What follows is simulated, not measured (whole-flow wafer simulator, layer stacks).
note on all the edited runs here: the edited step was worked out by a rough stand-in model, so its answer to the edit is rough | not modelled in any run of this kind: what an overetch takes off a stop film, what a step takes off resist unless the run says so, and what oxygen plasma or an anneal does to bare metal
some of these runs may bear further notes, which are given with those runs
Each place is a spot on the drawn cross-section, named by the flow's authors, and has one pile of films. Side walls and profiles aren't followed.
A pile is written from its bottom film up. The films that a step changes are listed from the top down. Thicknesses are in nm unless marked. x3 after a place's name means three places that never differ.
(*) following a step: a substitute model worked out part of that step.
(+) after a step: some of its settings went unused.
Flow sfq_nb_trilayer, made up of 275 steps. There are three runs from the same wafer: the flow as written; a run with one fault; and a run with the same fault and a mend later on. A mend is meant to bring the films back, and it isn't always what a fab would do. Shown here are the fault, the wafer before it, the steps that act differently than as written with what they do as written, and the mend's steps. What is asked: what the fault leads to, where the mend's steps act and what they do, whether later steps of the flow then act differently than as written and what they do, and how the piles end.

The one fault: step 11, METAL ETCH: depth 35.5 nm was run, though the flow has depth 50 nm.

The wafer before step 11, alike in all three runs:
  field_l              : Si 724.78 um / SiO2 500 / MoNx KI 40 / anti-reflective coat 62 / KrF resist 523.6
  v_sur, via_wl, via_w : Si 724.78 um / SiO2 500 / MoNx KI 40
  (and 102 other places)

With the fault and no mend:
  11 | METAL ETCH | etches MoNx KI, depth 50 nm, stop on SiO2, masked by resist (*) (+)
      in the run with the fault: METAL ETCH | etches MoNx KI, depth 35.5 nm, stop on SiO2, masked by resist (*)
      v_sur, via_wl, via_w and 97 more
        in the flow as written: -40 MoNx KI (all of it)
        in the run with the fault: -35.5 MoNx KI
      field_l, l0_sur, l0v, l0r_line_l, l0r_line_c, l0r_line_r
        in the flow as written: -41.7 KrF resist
        in the run with the fault: -29.6 KrF resist
  Steps later in the flow that act otherwise than as written (not shown: 9 more steps that differ only slightly, by at most 2% or 0.5 nm, whichever is larger):
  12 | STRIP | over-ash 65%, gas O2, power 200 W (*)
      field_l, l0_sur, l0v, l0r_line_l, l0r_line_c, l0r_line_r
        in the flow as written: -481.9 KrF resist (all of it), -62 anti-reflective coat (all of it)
        in the run with the fault: -494 KrF resist (all of it), -62 anti-reflective coat (all of it)
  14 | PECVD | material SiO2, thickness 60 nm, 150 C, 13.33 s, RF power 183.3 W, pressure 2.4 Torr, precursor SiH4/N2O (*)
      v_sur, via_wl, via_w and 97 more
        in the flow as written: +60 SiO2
        in the run with the fault: +60 SiO2 (new film)
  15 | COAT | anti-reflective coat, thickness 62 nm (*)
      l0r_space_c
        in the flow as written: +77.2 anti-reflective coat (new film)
        in the run with the fault: +75.6 anti-reflective coat (new film)
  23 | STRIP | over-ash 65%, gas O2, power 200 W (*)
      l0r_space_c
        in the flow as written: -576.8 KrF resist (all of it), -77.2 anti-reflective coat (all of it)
        in the run with the fault: -574.8 KrF resist (all of it), -75.6 anti-reflective coat (all of it)
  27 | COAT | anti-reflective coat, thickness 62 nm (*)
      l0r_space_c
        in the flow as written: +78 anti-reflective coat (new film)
        in the run with the fault: +76.1 anti-reflective coat (new film)
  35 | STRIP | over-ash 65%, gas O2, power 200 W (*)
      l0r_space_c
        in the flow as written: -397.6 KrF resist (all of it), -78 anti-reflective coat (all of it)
        in the run with the fault: -395.9 KrF resist (all of it), -76.1 anti-reflective coat (all of it)
  At v_sur, via_wl, via_w and 97 more, the piles at the end differ from the flow's by more than 2% or 0.5 nm, whichever is larger.
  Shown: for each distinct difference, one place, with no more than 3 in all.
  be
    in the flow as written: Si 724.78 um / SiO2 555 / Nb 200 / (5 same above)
    in the run with the fault: Si 724.78 um / SiO2 500 / MoNx KI 4.5 / SiO2 55 / Nb 200 / (5 same above)
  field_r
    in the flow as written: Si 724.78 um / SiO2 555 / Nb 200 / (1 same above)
    in the run with the fault: Si 724.78 um / SiO2 500 / MoNx KI 4.5 / SiO2 55 / Nb 200 / (1 same above)
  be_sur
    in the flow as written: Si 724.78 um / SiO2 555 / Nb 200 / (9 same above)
    in the run with the fault: Si 724.78 um / SiO2 500 / MoNx KI 4.5 / SiO2 55 / Nb 200 / (9 same above)

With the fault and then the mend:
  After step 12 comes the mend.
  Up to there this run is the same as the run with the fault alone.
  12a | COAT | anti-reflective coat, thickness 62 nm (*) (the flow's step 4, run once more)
      p4_fl x3, p4_w1 x9, p4_g1 x2 and 59 more
        +62 anti-reflective coat (new film)
      be_sur, gap, jj_sur and 8 more
        +63.5 anti-reflective coat (new film)
      wire, be, moat, field_r, lsp_l
        +63.6 anti-reflective coat (new film)
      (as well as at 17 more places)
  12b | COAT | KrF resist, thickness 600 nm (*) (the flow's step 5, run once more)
      p4_fl x3, p4_w1 x9, p4_g1 x2 and 59 more
        +600 KrF resist (new film)
      gap, jj_sur, ce_l and 6 more
        +606 KrF resist (new film)
      l0r_line_l, l0r_line_c, l0r_line_r
        +596.2 KrF resist (new film)
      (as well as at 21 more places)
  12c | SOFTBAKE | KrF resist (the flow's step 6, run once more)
      does not change any film at any place that is followed
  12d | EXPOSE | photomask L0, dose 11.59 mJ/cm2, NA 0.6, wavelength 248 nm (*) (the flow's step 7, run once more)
      does not change any film at any place that is followed
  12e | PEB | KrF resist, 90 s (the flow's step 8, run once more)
      p4_fl x3, p4_w1 x9, p4_g1 x2 and 62 more
        -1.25 KrF resist
      v_sur, via_w, via_wr and 22 more
        -1.27 KrF resist
      field_l, l0_sur, l0v
        -1.24 KrF resist
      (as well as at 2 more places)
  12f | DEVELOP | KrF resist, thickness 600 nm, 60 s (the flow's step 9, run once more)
      p4_fl x3, p4_w1 x9, p4_g1 x2 and 59 more
        -598.7 KrF resist (all of it)
      jj_sur, ce_l, c5j, ce_r, sp_r, be_r, r_sur
        -604.7 KrF resist (all of it)
      field_l, l0_sur, l0v, l0r_line_l, l0r_line_c, l0r_line_r
        -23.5 KrF resist
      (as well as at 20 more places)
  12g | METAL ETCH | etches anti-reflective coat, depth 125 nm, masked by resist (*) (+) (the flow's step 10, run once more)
      p4_fl x3, p4_w1 x9, p4_g1 x2 and 59 more
        -62 anti-reflective coat (all of it)
      be_sur, gap, jj_sur and 8 more
        -63.5 anti-reflective coat (all of it)
      field_l, l0_sur, l0v, l0r_line_l, l0r_line_c, l0r_line_r
        -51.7 KrF resist
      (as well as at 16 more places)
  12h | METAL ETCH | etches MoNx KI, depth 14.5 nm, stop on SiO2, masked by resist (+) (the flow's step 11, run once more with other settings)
      v_sur, via_wl, via_w and 97 more
        -4.5 MoNx KI (all of it)
      field_l, l0_sur, l0r_line_l, l0r_line_c, l0r_line_r
        -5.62 KrF resist
      l0v
        -5.63 KrF resist
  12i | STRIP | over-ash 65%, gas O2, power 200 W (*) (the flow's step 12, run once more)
      l0r_line_l, l0r_line_c, l0r_line_r
        -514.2 KrF resist (all of it), -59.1 anti-reflective coat (all of it)
      field_l
        -509.7 KrF resist (all of it), -57 anti-reflective coat (all of it)
      l0_sur
        -511.2 KrF resist (all of it), -54.5 anti-reflective coat (all of it)
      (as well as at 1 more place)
  Later steps of the flow that are run all act as written at every place that is followed.
  At every place that both follow, the piles at the end match the flow's.
